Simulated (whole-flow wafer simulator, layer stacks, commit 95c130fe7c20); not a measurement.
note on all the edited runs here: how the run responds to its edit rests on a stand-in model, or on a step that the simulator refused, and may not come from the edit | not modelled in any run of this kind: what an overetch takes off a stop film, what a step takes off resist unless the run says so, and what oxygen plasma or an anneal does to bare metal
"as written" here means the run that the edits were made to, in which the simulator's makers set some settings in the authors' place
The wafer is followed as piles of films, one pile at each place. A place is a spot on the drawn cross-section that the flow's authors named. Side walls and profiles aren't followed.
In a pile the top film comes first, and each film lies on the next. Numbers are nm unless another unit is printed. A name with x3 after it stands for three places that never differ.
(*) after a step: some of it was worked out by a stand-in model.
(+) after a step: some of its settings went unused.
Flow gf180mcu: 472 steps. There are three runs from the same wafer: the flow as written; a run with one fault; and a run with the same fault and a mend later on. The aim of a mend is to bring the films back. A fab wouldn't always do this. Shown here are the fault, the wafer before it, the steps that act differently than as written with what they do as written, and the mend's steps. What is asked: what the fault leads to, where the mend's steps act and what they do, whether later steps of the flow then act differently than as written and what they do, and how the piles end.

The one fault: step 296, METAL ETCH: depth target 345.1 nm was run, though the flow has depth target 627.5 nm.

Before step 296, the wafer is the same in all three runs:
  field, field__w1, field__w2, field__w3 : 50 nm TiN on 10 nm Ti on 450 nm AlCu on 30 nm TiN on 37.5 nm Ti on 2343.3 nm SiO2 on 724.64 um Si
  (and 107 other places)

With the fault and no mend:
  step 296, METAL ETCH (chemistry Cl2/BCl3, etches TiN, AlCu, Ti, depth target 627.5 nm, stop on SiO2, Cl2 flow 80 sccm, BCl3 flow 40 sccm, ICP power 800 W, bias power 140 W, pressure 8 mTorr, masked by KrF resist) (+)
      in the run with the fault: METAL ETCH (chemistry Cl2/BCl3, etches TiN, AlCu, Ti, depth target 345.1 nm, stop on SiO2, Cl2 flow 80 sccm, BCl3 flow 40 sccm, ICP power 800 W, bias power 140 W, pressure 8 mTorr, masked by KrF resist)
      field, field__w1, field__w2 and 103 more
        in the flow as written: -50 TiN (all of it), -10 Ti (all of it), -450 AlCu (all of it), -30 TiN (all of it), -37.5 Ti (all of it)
        in the run with the fault: -50 TiN (all of it), -10 Ti (all of it), -285.1 AlCu
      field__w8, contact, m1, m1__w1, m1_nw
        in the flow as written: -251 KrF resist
        in the run with the fault: -138 KrF resist
  Steps further on in the flow that do not act as written:
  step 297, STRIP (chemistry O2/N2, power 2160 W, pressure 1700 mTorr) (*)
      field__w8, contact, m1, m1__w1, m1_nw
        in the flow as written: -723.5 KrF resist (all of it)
        in the run with the fault: -836.5 KrF resist (all of it)
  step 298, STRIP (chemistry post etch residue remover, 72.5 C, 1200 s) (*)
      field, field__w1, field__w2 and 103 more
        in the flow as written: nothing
        in the run with the fault: -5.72 AlCu
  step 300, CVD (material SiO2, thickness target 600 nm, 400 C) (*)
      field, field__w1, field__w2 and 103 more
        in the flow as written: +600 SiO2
        in the run with the fault: +600 SiO2 (new film)
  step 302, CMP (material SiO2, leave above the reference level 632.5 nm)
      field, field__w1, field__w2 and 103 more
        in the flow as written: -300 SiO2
        in the run with the fault: -526.7 SiO2
  By the end, the piles at field, field__w1, field__w2 and 104 more depart from the flow's by more than 2% or 0.5 nm, whichever is larger.
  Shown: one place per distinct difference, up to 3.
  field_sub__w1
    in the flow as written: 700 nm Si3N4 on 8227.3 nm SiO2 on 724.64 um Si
    in the run with the fault: 700 nm Si3N4 on 5657.3 nm SiO2 on 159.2 nm AlCu on 30 nm TiN on 37.5 nm Ti on 2343.2 nm SiO2 on 724.64 um Si
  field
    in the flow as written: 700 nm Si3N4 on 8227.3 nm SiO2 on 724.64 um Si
    in the run with the fault: 700 nm Si3N4 on 5657.3 nm SiO2 on 159.2 nm AlCu on 30 nm TiN on 37.5 nm Ti on 2343.3 nm SiO2 on 724.64 um Si
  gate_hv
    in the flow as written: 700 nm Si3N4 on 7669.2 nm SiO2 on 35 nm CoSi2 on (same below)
    in the run with the fault: 700 nm Si3N4 on 5657.3 nm SiO2 on 159.2 nm AlCu on 30 nm TiN on 37.5 nm Ti on 1785.1 nm SiO2 on 35 nm CoSi2 on (same below)

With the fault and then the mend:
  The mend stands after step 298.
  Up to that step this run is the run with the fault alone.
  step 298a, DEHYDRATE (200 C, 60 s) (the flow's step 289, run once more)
      leaves every film unchanged at each place that is followed
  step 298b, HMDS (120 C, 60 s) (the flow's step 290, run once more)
      leaves every film unchanged at each place that is followed
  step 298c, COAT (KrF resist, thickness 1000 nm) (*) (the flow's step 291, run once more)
      iso_ptap_pw, iso_ntap_nw, iso_nw_fld and 33 more
        +1000 KrF resist (new film)
      field_sub__w2, field_sub__w4, active and 12 more
        +1002.2 KrF resist (new film)
      p_well, sti, gate and 7 more
        +1002.4 KrF resist (new film)
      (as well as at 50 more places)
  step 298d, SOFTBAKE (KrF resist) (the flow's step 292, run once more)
      leaves every film unchanged at each place that is followed
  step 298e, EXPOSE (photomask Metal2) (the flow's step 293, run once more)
      leaves every film unchanged at each place that is followed
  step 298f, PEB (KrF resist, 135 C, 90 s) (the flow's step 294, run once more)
      field__w1, field__w2, field__w3 and 58 more
        -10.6 KrF resist
      iso_ptap_pw, iso_ntap_nw, iso_nw_fld and 33 more
        -10.5 KrF resist
      sd_p, gate_p, nw_sep_fld, polyc_n
        -10.7 KrF resist
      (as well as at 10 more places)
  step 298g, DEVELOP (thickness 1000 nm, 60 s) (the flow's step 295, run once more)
      iso_ptap_pw, iso_ntap_nw, iso_nw_fld and 33 more
        -989.5 KrF resist (all of it)
      field__w6, field__w10, field_sub__w2 and 10 more
        -991.6 KrF resist (all of it)
      field__w5, field__w9, field_sub__w1 and 9 more
        -991.7 KrF resist (all of it)
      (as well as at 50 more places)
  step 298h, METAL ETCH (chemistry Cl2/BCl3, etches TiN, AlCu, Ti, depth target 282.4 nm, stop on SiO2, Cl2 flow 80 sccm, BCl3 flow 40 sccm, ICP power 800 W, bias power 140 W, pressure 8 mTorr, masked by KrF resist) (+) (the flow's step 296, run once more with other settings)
      field, field__w1, field__w2 and 103 more
        -159.2 AlCu (all of it), -30 TiN (all of it), -37.5 Ti (all of it)
      field__w8, contact, m1, m1__w1, m1_nw
        -113 KrF resist
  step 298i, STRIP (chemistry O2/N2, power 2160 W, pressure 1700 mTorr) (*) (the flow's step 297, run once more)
      field__w8, m1
        -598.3 KrF resist (all of it)
      contact
        -596.4 KrF resist (all of it)
      m1__w1
        -607.3 KrF resist (all of it)
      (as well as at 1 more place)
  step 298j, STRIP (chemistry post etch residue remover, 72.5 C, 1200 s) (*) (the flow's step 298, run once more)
      field__w8, contact, m1, m1__w1, m1_nw
        -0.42 TiN
  Later steps of the flow that are run all act as written at every place that is followed, up to a difference of at most 2% or 0.5 nm, whichever is larger.
  At the end the piles are close to the flow's at the places that both follow, differing by at most 2% or 0.5 nm, whichever is larger.
